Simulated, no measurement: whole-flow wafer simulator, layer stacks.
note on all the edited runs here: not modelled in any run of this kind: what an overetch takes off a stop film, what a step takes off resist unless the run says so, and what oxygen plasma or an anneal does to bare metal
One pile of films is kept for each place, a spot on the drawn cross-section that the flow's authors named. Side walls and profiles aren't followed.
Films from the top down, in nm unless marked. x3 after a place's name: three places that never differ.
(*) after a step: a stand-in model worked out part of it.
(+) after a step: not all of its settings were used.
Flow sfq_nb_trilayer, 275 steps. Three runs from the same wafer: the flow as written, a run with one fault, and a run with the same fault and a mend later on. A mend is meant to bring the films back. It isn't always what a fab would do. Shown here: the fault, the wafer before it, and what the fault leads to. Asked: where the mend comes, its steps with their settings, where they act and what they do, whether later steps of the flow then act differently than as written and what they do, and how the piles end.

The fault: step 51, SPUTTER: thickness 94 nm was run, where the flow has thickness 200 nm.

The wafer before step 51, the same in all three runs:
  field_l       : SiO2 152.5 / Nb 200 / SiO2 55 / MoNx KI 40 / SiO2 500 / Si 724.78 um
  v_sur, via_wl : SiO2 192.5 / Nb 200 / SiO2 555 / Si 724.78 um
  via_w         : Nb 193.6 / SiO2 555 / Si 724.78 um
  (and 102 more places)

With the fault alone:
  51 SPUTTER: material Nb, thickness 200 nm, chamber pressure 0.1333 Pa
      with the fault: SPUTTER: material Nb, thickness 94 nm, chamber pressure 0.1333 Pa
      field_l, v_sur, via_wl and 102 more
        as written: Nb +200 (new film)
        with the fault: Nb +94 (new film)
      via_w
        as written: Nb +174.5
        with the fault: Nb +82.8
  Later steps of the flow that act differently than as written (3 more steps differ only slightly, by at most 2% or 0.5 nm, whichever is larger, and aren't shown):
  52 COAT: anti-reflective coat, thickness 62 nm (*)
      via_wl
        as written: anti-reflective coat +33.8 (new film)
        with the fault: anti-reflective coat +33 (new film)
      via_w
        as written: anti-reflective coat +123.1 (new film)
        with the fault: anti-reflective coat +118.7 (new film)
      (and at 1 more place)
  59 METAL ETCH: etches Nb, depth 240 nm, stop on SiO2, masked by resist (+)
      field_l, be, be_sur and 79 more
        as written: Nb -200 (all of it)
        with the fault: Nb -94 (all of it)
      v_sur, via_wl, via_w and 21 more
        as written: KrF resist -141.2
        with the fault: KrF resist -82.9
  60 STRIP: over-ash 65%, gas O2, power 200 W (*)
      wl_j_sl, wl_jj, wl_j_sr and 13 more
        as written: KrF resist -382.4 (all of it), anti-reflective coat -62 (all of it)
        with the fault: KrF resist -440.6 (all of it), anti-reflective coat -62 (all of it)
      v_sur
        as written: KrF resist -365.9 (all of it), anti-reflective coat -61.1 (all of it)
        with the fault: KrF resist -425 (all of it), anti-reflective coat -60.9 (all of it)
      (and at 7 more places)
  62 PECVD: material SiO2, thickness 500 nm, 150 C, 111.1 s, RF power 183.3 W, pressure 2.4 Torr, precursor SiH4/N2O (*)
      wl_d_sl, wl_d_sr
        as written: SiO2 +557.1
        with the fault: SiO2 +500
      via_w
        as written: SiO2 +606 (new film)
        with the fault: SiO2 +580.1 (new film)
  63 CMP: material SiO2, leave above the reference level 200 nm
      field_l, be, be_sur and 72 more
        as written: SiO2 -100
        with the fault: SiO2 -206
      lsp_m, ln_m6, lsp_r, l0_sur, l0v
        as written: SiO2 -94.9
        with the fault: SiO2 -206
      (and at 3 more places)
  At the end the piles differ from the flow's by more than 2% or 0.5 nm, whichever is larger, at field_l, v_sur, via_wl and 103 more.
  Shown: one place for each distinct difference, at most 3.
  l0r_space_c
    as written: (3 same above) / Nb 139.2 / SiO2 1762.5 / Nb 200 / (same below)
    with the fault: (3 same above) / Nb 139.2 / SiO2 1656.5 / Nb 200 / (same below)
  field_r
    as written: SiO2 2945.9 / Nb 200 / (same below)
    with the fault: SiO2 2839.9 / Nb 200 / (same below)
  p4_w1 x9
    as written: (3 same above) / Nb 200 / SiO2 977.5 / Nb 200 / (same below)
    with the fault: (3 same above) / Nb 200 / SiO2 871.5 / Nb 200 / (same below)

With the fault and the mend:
  The mend comes after step 51.
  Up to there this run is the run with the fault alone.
  51a SPUTTER: material Nb, thickness 106 nm, chamber pressure 0.1333 Pa (the flow's step 51 once more, with other settings)
      field_l, v_sur, via_wl and 102 more
        Nb +106
      via_w
        Nb +87.4
  No later step of the flow acts differently than as written, at any place that is followed, by more than 2% or 0.5 nm, whichever is larger.
  At the end the piles differ from the flow's only slightly at the places that both follow, by at most 2% or 0.5 nm, whichever is larger.
